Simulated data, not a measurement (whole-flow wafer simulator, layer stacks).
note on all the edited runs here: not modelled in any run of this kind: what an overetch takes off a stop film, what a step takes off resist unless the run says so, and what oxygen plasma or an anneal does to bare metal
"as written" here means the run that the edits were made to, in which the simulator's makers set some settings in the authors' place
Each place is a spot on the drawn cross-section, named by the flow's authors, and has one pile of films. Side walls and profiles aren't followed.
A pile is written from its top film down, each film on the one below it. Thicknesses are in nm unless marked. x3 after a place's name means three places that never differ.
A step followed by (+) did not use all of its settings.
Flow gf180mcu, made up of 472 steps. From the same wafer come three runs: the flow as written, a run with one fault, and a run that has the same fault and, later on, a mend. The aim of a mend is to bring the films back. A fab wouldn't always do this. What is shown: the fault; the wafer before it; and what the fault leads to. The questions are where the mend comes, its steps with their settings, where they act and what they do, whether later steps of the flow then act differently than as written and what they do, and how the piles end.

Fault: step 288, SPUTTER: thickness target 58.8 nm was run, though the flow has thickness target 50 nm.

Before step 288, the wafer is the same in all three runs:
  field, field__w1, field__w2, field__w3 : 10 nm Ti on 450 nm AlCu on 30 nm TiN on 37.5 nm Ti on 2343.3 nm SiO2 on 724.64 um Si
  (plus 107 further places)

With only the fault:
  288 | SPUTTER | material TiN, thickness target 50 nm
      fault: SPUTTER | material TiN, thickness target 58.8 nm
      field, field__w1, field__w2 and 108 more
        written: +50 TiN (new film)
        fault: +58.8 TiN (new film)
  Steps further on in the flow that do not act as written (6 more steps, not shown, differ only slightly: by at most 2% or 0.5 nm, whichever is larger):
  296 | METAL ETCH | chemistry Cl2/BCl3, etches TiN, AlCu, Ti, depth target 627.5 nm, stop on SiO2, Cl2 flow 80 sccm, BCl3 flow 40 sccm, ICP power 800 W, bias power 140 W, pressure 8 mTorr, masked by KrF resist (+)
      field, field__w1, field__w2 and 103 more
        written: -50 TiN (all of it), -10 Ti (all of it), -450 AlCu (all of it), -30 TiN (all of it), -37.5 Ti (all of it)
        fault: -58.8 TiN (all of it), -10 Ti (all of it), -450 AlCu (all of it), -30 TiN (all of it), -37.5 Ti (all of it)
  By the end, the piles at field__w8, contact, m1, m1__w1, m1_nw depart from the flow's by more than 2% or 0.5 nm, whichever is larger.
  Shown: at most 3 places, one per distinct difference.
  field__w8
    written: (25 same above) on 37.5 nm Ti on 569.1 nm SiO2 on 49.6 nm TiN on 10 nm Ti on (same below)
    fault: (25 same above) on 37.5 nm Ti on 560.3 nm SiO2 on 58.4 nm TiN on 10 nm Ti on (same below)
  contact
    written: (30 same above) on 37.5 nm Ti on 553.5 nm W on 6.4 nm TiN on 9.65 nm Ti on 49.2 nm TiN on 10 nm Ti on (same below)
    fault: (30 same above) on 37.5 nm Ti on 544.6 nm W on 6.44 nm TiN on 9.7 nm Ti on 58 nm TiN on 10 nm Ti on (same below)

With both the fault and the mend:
  The mend follows step 295.
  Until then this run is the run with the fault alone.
  296 | METAL ETCH | chemistry Cl2/BCl3, etches TiN, AlCu, Ti, depth target 636.3 nm, stop on SiO2, Cl2 flow 80 sccm, BCl3 flow 40 sccm, ICP power 800 W, bias power 140 W, pressure 8 mTorr, masked by KrF resist (+) (the flow's step 296, where the flow has depth target 627.5 nm)
      field, field__w1, field__w2 and 103 more
        -58.8 TiN (all of it), -10 Ti (all of it), -450 AlCu (all of it), -30 TiN (all of it), -37.5 Ti (all of it)
      field__w8, contact, m1, m1__w1, m1_nw
        -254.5 KrF resist
  Later steps of the flow that are run all act as written at every place that is followed, up to a difference of at most 2% or 0.5 nm, whichever is larger.
  By the end, the piles at field__w8, contact, m1, m1__w1, m1_nw depart from the flow's by more than 2% or 0.5 nm, whichever is larger.
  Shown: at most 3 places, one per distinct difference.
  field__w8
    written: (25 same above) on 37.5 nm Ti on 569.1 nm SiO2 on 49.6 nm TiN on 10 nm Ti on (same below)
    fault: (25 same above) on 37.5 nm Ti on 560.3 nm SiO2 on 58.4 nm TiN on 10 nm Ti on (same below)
    mend: (25 same above) on 37.5 nm Ti on 560.3 nm SiO2 on 58.4 nm TiN on 10 nm Ti on (same below)
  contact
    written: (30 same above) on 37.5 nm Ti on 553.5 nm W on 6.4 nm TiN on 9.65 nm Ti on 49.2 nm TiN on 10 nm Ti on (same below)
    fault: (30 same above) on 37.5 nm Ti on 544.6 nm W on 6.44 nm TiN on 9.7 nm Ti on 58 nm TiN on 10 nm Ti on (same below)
    mend: (30 same above) on 37.5 nm Ti on 544.6 nm W on 6.44 nm TiN on 9.7 nm Ti on 58 nm TiN on 10 nm Ti on (same below)
